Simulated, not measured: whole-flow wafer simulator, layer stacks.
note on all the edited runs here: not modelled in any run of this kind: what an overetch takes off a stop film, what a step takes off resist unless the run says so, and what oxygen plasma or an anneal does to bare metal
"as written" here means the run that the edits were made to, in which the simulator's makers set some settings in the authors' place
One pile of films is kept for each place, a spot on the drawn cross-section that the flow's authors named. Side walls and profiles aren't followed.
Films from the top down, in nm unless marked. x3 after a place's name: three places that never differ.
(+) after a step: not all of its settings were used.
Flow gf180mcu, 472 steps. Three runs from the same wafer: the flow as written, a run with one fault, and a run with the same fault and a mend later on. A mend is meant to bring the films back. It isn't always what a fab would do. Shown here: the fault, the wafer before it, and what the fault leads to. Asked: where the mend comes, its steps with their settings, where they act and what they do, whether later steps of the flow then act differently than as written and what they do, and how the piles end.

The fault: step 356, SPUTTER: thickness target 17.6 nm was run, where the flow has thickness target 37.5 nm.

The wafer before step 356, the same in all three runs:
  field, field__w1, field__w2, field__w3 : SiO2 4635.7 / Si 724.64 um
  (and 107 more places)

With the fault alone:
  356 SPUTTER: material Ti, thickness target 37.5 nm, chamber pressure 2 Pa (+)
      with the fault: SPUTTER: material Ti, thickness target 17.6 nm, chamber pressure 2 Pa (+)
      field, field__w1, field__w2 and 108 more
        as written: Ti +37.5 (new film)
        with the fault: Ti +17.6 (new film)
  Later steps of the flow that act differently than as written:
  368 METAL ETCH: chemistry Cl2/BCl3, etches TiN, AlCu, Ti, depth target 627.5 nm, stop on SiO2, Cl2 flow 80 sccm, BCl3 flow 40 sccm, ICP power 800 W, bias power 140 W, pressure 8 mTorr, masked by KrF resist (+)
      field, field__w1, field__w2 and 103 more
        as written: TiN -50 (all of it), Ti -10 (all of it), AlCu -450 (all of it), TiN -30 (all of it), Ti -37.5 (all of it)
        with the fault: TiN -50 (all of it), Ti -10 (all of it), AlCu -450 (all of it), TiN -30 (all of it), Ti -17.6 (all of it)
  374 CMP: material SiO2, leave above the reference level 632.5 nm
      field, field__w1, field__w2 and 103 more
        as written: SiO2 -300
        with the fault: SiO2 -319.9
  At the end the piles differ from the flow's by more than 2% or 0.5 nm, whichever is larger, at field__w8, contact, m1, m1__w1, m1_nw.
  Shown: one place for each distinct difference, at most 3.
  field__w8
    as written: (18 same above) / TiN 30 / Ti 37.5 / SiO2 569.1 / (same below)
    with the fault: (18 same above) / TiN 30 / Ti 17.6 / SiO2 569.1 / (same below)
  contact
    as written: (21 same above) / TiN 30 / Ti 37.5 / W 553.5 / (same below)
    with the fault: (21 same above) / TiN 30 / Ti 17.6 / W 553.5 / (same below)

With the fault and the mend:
  The mend comes after step 356.
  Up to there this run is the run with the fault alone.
  356a SPUTTER: material Ti, thickness target 19.9 nm, chamber pressure 2 Pa (+) (the flow's step 356 once more, with other settings)
      field, field__w1, field__w2 and 108 more
        Ti +19.9
  No later step of the flow acts differently than as written at any place that is followed.
  At the end the piles are the same as the flow's at every place that both follow.
